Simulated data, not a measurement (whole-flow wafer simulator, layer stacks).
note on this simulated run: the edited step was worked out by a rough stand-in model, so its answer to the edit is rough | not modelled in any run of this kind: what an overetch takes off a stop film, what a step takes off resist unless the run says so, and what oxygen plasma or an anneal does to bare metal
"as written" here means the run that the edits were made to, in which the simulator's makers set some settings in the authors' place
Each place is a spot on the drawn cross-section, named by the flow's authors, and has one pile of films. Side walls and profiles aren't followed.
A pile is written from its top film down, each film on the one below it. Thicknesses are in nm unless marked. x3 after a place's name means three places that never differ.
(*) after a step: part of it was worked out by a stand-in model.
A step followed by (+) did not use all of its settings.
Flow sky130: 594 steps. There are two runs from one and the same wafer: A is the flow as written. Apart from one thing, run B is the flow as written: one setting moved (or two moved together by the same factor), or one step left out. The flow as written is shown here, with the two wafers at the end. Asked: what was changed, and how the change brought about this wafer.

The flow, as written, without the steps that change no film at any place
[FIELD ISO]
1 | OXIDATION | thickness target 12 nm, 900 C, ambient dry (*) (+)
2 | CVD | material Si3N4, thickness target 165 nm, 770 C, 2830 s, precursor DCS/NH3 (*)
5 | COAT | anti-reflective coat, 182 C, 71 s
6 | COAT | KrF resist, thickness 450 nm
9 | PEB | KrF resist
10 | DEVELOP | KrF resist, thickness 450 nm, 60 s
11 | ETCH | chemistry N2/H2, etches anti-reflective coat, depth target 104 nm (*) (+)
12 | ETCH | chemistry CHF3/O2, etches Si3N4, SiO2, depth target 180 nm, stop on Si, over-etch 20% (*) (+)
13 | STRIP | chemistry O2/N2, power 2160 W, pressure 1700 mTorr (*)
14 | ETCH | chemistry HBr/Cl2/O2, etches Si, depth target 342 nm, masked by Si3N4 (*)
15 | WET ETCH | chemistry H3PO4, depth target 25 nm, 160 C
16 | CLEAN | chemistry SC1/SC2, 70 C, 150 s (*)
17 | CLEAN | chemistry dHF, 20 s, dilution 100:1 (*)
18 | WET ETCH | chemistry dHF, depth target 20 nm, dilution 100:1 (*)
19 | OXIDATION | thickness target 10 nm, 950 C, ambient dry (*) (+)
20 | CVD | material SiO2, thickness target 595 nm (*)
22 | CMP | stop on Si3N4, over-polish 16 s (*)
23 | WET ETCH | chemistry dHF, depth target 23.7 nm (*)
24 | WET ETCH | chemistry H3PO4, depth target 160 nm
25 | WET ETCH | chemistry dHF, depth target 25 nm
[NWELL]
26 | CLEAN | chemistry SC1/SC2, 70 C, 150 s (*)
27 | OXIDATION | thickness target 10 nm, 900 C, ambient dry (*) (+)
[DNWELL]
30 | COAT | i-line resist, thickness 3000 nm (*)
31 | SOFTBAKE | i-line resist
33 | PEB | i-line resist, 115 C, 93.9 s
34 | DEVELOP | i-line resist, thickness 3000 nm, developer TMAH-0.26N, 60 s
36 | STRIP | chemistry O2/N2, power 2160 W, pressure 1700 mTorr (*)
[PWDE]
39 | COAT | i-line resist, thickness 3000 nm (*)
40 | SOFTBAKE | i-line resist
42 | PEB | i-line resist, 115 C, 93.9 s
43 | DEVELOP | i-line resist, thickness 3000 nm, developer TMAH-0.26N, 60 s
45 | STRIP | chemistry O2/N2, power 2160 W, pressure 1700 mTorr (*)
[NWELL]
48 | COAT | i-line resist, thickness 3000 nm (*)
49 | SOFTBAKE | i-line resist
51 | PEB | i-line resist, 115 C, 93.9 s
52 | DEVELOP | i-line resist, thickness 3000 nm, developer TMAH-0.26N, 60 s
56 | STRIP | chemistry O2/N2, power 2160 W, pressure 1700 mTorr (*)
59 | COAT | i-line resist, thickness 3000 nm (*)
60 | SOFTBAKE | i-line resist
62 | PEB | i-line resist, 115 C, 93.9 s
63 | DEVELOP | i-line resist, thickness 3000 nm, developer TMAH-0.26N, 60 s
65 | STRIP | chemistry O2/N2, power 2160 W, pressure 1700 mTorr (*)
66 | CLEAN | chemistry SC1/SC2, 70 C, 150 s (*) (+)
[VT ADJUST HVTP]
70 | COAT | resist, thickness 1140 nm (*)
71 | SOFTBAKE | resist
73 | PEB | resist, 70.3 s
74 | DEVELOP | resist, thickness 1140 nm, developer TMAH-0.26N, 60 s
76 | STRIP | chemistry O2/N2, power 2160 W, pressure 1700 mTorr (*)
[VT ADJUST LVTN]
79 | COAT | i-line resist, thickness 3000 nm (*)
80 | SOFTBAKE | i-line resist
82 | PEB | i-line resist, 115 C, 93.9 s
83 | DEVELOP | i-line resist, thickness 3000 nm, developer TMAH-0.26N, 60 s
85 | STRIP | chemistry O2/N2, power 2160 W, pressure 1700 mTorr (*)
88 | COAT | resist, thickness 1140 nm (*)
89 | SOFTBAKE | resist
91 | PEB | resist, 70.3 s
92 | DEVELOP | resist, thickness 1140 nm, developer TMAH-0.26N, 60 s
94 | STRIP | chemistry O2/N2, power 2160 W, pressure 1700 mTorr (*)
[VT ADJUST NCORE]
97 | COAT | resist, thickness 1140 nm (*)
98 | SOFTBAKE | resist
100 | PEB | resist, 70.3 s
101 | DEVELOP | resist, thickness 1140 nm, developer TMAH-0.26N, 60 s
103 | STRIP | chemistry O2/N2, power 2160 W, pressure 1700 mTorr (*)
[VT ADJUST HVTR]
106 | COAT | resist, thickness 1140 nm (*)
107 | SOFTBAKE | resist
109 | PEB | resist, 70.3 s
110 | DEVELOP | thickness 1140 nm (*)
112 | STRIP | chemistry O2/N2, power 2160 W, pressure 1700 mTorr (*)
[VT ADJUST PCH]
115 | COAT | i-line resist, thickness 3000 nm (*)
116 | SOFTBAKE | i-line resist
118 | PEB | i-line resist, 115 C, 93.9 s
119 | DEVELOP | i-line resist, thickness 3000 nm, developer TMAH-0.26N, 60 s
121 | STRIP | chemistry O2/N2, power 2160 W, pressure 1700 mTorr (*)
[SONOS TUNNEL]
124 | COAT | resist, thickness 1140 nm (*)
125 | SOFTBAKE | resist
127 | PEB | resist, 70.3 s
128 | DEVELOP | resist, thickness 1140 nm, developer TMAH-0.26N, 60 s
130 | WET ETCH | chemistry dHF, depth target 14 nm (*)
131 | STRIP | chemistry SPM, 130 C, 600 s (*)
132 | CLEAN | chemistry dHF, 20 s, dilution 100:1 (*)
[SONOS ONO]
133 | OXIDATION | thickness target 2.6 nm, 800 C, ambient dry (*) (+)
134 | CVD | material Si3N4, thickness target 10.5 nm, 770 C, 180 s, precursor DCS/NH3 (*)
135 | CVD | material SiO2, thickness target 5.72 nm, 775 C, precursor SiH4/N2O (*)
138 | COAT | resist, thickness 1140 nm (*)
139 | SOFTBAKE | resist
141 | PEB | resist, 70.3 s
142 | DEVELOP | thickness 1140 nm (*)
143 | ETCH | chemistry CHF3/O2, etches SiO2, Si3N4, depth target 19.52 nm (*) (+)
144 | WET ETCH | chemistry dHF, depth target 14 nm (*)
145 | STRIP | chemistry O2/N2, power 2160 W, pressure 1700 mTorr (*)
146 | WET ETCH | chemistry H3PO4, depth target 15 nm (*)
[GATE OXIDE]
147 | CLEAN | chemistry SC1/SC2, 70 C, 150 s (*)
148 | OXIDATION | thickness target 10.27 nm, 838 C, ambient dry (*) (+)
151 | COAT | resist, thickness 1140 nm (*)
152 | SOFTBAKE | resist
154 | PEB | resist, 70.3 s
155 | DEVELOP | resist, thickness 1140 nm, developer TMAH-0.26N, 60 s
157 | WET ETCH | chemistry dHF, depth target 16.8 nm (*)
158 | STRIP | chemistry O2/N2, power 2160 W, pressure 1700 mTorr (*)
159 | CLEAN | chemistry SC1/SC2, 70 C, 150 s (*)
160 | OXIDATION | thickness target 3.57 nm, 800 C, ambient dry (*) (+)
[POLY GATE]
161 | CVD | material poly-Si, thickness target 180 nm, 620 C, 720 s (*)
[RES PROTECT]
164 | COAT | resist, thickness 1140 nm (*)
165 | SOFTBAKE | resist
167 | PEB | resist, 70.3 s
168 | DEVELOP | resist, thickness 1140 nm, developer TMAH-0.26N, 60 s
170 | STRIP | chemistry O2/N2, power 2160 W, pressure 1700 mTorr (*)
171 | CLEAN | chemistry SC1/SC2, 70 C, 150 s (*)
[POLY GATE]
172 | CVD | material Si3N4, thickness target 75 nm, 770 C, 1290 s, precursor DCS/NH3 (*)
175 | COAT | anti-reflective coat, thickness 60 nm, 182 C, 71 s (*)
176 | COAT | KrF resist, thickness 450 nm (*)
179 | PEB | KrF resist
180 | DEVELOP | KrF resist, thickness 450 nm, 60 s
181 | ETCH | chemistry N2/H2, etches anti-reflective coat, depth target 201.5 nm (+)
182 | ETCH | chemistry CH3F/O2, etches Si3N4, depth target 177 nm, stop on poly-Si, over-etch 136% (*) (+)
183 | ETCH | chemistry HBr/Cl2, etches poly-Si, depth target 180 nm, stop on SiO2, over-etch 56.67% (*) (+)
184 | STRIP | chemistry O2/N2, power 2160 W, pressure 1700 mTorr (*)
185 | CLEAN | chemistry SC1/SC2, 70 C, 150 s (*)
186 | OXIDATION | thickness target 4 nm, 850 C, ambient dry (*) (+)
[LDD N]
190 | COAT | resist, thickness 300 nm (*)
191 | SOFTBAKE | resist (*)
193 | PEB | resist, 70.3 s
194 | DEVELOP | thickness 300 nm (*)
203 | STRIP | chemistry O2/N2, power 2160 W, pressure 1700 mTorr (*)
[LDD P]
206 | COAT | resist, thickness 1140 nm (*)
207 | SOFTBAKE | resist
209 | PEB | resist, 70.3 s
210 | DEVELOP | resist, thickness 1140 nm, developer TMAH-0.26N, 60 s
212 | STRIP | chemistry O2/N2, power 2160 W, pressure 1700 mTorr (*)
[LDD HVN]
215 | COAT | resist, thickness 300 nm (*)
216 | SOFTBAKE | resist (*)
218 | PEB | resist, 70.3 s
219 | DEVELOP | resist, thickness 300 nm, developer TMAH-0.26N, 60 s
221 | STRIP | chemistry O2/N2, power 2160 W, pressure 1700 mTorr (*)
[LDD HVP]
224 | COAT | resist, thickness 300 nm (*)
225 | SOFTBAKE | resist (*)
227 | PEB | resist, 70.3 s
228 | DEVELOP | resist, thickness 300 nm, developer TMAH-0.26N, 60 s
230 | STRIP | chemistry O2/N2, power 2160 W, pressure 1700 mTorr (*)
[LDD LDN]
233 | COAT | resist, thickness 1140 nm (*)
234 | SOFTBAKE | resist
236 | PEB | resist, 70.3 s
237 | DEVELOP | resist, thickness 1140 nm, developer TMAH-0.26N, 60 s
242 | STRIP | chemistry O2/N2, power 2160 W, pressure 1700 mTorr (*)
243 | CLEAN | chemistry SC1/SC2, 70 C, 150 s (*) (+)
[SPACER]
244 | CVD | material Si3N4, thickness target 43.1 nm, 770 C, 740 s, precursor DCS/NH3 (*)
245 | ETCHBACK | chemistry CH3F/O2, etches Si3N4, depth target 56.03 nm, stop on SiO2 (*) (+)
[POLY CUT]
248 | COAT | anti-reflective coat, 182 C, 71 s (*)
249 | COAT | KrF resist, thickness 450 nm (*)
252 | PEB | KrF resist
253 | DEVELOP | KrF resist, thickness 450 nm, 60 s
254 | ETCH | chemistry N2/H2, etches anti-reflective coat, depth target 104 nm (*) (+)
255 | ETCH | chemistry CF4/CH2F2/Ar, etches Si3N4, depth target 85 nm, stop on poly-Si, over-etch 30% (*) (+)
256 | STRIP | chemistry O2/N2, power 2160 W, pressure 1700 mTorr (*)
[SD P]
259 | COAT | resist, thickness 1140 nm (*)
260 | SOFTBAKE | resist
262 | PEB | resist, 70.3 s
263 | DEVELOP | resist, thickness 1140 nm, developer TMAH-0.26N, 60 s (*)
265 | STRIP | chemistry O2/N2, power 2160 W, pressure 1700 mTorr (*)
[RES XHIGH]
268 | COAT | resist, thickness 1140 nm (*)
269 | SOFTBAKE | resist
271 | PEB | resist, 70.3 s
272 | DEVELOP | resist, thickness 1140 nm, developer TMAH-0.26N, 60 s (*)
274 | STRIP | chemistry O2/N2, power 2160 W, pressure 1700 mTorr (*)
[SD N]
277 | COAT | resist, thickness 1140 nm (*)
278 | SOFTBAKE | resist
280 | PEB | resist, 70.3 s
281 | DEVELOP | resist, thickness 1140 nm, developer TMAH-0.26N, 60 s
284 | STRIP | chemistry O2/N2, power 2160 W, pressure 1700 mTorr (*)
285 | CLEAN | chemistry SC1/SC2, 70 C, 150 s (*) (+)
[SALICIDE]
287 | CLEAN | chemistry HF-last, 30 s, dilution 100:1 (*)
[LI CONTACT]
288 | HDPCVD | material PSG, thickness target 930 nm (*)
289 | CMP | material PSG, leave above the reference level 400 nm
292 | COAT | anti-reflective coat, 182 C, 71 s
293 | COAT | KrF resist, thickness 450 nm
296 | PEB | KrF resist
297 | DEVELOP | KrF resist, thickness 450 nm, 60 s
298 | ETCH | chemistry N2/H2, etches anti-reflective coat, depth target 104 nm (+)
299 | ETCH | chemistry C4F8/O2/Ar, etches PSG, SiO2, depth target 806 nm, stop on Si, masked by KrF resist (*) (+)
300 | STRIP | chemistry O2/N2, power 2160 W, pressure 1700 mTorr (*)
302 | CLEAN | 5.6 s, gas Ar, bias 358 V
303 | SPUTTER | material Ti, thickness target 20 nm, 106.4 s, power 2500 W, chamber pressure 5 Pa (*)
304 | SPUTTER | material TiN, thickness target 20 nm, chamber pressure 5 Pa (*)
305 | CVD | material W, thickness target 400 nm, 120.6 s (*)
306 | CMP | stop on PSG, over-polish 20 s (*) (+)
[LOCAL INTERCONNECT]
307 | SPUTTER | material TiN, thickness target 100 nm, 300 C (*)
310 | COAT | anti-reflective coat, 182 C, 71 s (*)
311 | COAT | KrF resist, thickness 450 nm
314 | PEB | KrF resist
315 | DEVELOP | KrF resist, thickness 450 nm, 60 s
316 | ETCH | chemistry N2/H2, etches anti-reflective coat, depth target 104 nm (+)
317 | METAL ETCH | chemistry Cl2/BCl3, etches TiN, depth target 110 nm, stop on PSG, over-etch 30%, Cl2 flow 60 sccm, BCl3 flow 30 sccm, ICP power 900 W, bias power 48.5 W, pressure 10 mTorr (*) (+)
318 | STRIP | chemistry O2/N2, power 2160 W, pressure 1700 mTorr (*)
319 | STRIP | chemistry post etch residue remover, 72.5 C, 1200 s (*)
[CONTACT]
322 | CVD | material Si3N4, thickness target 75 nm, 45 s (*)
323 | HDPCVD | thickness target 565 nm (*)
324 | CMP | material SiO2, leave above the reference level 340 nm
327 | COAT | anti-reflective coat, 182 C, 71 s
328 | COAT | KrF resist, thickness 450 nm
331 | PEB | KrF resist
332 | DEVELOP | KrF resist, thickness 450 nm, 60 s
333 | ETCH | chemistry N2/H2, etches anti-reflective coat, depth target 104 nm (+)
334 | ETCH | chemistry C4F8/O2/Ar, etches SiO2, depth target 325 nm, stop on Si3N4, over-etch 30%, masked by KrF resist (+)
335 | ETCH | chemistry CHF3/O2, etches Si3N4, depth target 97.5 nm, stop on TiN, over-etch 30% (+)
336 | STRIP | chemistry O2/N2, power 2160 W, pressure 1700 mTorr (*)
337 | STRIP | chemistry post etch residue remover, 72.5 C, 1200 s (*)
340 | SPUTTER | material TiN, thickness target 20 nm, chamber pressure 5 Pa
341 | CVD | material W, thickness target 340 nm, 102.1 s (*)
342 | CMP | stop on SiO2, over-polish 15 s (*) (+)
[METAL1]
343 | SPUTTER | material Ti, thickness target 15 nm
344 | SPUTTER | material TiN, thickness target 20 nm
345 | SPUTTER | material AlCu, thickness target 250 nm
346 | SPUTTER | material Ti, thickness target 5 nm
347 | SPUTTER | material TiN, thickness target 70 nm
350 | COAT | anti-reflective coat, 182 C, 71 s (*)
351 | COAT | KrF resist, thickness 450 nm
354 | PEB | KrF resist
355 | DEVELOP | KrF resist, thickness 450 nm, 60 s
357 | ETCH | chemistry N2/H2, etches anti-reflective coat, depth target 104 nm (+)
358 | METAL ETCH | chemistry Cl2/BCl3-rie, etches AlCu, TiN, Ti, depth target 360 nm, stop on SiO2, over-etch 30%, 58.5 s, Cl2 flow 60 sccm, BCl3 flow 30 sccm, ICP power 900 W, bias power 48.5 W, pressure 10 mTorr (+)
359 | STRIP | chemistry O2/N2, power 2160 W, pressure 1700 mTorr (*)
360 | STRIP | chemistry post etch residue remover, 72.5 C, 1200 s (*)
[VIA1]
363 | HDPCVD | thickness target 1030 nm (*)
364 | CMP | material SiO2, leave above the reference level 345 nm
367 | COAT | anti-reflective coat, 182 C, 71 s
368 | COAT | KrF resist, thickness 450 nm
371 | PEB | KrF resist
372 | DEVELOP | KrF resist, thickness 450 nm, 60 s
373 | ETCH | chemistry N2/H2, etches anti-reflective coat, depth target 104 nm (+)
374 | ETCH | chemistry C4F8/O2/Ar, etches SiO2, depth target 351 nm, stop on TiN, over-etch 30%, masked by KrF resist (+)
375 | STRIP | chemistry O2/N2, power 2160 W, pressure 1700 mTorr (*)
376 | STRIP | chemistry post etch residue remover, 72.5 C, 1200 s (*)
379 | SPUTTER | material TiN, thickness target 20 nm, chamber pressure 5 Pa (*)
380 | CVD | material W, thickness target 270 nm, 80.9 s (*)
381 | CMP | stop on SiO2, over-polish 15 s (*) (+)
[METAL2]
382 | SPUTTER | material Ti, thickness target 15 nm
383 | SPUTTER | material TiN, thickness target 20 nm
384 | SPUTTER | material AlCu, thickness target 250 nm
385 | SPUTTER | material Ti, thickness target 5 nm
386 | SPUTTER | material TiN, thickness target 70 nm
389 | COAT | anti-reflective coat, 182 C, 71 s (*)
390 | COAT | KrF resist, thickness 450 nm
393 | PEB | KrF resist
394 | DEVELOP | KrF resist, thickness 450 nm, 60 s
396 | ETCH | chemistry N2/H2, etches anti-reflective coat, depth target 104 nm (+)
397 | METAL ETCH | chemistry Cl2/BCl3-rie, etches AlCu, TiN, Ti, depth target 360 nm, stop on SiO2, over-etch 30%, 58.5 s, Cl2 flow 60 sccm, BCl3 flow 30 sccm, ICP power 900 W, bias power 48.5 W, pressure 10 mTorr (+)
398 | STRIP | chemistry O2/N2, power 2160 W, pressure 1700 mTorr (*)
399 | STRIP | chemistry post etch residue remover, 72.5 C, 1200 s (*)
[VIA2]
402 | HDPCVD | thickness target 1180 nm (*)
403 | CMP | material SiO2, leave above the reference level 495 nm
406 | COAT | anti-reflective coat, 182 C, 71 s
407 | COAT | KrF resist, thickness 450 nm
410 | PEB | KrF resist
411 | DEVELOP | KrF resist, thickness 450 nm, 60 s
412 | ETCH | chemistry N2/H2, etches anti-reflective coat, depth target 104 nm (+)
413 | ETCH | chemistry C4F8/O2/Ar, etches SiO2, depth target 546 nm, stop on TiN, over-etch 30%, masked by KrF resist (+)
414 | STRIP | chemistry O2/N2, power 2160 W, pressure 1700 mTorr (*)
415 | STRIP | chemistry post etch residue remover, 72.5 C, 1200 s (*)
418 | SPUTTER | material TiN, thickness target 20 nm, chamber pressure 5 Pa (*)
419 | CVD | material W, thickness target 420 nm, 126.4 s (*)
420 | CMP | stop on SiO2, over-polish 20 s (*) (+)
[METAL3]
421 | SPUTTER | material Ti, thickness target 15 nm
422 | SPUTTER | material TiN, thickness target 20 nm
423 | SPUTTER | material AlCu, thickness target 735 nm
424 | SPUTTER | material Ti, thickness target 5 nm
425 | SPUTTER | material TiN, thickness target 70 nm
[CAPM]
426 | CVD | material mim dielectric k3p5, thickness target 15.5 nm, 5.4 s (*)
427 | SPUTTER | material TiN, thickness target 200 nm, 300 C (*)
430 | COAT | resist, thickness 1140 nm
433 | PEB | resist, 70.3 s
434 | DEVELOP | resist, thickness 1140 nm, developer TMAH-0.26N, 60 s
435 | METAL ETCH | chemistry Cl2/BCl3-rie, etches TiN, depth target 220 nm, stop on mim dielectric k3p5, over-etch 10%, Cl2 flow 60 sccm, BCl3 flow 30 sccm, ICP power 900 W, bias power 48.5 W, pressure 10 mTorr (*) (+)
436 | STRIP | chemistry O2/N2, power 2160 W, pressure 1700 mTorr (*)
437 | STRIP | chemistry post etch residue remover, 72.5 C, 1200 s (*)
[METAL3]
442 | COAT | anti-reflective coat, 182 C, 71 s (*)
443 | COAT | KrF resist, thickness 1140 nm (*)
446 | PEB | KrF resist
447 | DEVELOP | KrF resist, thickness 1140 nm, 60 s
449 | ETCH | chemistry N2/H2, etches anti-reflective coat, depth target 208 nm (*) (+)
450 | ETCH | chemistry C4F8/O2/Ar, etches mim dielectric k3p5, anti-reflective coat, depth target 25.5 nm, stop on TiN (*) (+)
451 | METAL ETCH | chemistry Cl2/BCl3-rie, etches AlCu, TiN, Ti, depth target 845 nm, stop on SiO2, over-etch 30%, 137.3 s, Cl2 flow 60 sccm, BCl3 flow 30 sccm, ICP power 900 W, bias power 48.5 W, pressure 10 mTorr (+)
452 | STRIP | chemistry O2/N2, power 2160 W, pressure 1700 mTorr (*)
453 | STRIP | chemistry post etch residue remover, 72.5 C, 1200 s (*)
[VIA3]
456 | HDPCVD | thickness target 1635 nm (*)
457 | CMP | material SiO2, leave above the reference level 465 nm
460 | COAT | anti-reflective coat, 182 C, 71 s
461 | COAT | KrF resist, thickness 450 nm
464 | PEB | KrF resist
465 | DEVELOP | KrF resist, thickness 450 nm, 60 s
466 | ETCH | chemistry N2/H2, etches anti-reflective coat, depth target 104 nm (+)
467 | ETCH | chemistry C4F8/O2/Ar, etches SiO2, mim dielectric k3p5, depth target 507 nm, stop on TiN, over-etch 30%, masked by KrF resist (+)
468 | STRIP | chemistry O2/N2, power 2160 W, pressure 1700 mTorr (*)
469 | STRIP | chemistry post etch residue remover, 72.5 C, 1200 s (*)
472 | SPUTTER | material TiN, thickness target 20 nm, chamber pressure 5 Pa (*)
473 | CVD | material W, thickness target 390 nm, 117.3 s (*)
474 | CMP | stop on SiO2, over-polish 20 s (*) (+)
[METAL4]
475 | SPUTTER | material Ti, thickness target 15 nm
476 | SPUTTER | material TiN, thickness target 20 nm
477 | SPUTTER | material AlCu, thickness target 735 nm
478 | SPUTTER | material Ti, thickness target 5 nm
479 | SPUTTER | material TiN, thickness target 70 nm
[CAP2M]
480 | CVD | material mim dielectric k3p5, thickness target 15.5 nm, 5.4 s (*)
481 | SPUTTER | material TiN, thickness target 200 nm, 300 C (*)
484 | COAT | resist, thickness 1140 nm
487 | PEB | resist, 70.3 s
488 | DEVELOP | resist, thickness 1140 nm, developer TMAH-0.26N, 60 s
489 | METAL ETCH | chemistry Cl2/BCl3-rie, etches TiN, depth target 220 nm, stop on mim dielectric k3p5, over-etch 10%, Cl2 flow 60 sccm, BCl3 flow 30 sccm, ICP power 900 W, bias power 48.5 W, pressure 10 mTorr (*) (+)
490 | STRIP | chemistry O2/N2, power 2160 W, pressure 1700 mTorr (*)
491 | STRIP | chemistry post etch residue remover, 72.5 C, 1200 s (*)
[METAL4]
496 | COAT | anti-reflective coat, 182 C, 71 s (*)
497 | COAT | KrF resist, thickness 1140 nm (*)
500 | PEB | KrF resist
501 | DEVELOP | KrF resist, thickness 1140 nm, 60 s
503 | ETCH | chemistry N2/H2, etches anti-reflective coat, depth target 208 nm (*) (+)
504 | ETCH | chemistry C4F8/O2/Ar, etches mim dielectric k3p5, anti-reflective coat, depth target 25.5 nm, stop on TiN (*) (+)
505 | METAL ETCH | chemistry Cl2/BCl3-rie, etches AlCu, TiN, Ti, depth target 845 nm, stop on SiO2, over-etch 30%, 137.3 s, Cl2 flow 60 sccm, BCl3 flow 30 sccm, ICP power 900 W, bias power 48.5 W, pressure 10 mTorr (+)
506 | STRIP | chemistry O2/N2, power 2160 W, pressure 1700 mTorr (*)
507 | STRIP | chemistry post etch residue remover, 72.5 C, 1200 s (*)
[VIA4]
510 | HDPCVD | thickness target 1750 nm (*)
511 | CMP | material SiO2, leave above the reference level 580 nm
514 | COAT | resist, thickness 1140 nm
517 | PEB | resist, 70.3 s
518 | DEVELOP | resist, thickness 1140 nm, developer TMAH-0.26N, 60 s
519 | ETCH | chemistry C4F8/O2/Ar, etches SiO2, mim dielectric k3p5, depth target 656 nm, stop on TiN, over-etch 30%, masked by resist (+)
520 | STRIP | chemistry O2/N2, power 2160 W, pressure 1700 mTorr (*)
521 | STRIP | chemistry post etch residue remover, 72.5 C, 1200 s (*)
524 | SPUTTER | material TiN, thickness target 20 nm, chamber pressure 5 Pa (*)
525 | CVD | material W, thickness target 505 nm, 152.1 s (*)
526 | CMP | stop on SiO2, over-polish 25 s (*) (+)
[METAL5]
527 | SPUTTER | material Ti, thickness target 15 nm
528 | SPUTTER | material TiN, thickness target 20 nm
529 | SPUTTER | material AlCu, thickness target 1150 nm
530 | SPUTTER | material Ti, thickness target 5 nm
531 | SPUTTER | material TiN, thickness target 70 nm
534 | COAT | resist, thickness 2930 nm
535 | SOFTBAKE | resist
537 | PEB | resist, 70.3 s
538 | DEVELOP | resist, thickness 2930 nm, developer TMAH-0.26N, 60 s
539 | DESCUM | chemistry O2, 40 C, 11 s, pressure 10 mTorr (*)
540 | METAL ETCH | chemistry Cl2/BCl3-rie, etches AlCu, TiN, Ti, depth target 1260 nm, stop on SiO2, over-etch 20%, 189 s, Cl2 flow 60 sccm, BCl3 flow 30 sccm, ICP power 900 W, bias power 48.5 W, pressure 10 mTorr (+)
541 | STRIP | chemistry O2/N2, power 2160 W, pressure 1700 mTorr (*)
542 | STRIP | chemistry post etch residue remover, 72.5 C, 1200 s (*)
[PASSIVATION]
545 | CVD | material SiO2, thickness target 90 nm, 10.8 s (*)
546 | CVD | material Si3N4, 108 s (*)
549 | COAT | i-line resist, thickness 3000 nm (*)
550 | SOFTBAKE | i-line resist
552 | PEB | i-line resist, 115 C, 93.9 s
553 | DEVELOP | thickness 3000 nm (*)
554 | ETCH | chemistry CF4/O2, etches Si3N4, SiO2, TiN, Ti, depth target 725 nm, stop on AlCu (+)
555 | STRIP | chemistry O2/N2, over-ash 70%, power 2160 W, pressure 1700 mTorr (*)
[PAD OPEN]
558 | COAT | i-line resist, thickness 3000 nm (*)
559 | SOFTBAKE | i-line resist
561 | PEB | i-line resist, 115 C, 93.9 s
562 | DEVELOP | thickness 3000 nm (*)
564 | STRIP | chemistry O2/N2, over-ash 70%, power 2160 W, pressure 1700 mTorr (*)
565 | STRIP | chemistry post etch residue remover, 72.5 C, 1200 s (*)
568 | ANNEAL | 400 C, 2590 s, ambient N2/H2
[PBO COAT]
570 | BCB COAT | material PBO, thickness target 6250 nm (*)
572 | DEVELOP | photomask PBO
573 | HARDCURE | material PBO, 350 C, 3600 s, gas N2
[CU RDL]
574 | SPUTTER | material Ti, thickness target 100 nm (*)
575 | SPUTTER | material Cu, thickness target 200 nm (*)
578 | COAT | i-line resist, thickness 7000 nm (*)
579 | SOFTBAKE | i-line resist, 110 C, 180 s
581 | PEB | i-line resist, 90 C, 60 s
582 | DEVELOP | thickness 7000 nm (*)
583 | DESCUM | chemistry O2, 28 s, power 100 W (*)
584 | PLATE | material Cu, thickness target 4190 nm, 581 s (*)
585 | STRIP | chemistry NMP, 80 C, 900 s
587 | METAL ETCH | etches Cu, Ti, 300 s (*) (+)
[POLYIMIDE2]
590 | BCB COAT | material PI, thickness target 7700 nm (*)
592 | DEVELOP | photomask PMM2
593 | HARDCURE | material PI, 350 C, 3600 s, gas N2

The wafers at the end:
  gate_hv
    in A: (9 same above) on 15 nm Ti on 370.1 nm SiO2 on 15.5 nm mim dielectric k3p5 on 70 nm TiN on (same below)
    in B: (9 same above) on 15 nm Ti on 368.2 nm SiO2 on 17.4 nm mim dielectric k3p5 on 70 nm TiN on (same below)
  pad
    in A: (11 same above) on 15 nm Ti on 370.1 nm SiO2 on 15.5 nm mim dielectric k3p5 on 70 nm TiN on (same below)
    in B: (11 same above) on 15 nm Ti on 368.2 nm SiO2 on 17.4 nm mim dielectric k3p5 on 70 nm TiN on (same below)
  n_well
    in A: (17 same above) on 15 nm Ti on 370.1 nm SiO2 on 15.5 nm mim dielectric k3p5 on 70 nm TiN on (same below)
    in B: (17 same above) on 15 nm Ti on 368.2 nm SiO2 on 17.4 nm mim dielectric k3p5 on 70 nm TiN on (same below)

Cause: step 426, CVD: thickness target 17.4 nm was run, whereas the flow has thickness target 15.5 nm; step 426, CVD: 6.08 s was run, where the flow has 5.4 s.
The wafer itself shows it: gate_hv has mim dielectric k3p5 17.4, and step 426 as written asks for 15.5 nm.

How this came from the change, step by step:
  426 | CVD | material mim dielectric k3p5, thickness target 15.5 nm, 5.4 s (*)
      field, active, n_well and 188 more: A mim dielectric k3p5 gains 15.5 (new film) | B mim dielectric k3p5 gains 17.4 (new film)
  450 | ETCH | chemistry C4F8/O2/Ar, etches mim dielectric k3p5, anti-reflective coat, depth target 25.5 nm, stop on TiN (*) (+)
      n_well, p_well, gate_hv and 104 more: A KrF resist loses 15.5 | B KrF resist loses 17
      field, active, gate and 82 more: A mim dielectric k3p5 loses 15.5 (all of it) | B mim dielectric k3p5 loses 17.4 (all of it)
  467 | ETCH | chemistry C4F8/O2/Ar, etches SiO2, mim dielectric k3p5, depth target 507 nm, stop on TiN, over-etch 30%, masked by KrF resist (+)
      m1: A SiO2 loses 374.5 (all of it), mim dielectric k3p5 loses 15.5 (all of it) | B SiO2 loses 372.6 (all of it), mim dielectric k3p5 loses 17.4 (all of it)
      via3_hole: A SiO2 loses 373.9 (all of it), mim dielectric k3p5 loses 15.5 (all of it) | B SiO2 loses 372 (all of it), mim dielectric k3p5 loses 17.4 (all of it)
